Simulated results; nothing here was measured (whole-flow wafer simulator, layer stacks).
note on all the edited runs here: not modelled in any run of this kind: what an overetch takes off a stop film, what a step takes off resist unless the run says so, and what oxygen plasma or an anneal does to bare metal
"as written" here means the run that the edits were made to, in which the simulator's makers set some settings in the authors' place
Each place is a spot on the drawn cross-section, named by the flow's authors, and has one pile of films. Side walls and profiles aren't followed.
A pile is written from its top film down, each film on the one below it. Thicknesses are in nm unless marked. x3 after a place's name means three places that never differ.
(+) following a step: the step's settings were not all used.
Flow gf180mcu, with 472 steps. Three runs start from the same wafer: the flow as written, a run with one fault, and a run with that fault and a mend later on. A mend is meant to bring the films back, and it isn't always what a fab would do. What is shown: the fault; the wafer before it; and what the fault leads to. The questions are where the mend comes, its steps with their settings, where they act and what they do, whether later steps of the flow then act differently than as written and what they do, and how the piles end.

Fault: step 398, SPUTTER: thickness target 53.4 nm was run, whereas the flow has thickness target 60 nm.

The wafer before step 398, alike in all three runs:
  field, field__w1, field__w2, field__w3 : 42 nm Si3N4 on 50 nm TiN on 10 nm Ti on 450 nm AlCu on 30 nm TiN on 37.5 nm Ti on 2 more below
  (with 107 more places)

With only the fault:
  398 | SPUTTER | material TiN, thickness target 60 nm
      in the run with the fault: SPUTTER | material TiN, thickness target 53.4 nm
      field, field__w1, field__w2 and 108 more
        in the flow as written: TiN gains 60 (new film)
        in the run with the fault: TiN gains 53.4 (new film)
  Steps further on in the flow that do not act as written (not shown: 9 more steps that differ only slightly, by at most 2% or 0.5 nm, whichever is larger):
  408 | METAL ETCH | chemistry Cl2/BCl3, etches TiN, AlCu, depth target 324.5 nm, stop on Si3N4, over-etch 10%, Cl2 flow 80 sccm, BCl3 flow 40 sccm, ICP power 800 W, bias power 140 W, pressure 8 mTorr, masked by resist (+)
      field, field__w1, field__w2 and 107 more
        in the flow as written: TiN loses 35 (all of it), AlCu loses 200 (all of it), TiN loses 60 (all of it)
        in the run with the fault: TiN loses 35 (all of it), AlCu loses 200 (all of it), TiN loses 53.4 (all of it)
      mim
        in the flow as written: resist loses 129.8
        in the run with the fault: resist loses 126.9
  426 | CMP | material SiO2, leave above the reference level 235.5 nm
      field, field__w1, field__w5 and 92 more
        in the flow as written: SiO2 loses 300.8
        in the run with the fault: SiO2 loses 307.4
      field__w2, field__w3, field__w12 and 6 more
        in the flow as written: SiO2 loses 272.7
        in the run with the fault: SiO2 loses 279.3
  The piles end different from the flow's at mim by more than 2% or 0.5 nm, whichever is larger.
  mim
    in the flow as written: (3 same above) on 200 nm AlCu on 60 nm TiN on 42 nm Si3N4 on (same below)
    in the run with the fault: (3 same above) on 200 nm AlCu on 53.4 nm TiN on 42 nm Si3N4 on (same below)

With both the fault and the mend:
  The mend stands after step 398.
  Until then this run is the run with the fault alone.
  398a | SPUTTER | material TiN, thickness target 6.6 nm (a further turn of the flow's step 398, with different settings)
      field, field__w1, field__w2 and 108 more
        TiN gains 6.6
  Every later step of the flow that is run acts as written at every place that is followed.
  The piles end the same as the flow's at every place that both follow.
